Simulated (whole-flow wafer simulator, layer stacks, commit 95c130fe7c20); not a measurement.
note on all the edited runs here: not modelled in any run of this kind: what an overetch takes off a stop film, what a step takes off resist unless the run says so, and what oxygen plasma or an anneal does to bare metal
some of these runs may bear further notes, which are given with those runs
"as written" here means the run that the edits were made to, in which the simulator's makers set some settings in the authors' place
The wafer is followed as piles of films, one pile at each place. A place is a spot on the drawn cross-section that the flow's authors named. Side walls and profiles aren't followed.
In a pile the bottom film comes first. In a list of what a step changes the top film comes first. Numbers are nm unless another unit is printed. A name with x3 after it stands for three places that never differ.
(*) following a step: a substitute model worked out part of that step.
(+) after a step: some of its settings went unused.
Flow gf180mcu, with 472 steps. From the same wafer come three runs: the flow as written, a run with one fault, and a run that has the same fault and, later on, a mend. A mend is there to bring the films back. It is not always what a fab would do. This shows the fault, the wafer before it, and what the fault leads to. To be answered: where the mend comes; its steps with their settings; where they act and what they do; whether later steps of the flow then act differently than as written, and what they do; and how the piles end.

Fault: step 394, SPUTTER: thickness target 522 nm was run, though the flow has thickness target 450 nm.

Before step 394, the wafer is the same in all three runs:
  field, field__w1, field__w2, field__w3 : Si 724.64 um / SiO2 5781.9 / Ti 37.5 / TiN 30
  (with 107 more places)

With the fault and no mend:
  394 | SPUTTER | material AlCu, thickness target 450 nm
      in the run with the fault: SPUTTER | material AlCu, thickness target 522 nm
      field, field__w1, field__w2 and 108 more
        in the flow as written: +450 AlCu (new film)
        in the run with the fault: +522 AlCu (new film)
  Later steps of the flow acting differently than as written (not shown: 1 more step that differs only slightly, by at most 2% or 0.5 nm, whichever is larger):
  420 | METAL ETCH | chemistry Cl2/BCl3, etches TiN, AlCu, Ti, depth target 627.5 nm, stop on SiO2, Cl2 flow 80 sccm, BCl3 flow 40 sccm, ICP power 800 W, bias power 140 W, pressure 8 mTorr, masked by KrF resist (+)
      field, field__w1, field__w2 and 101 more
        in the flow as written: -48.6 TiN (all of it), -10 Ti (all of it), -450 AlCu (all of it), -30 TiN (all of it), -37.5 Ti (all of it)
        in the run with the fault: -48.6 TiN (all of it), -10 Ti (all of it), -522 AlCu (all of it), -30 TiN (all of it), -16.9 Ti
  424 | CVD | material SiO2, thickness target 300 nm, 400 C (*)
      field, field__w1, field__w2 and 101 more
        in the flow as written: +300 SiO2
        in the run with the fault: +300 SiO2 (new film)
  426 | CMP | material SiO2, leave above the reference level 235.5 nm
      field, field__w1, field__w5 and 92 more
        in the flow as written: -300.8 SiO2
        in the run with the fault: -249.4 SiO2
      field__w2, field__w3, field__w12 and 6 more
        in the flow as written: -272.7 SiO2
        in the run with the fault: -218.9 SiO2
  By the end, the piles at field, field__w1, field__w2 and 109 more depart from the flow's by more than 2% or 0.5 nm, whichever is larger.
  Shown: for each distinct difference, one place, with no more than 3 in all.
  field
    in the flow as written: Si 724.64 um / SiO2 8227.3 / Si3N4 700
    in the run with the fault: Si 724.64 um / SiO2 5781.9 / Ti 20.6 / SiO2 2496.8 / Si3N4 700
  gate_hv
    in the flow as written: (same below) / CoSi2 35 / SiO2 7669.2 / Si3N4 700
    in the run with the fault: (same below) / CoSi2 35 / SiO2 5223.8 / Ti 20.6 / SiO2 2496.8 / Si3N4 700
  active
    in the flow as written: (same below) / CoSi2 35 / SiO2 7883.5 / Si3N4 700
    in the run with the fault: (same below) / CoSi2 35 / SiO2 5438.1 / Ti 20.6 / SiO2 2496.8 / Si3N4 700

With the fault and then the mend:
  The mend stands after step 394.
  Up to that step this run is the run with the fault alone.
  394a | METAL ETCH | chemistry Cl2/BCl3, etches TiN, AlCu, Ti, depth target 72 nm, Cl2 flow 80 sccm, BCl3 flow 40 sccm, ICP power 800 W, bias power 140 W, pressure 8 mTorr (the flow's step 260 again, with other settings)
      field, field__w1, field__w2 and 108 more
        -72 AlCu
  None of the later steps of the flow acts differently than as written at any place that is followed.
  At every place that both follow, the piles at the end match the flow's.
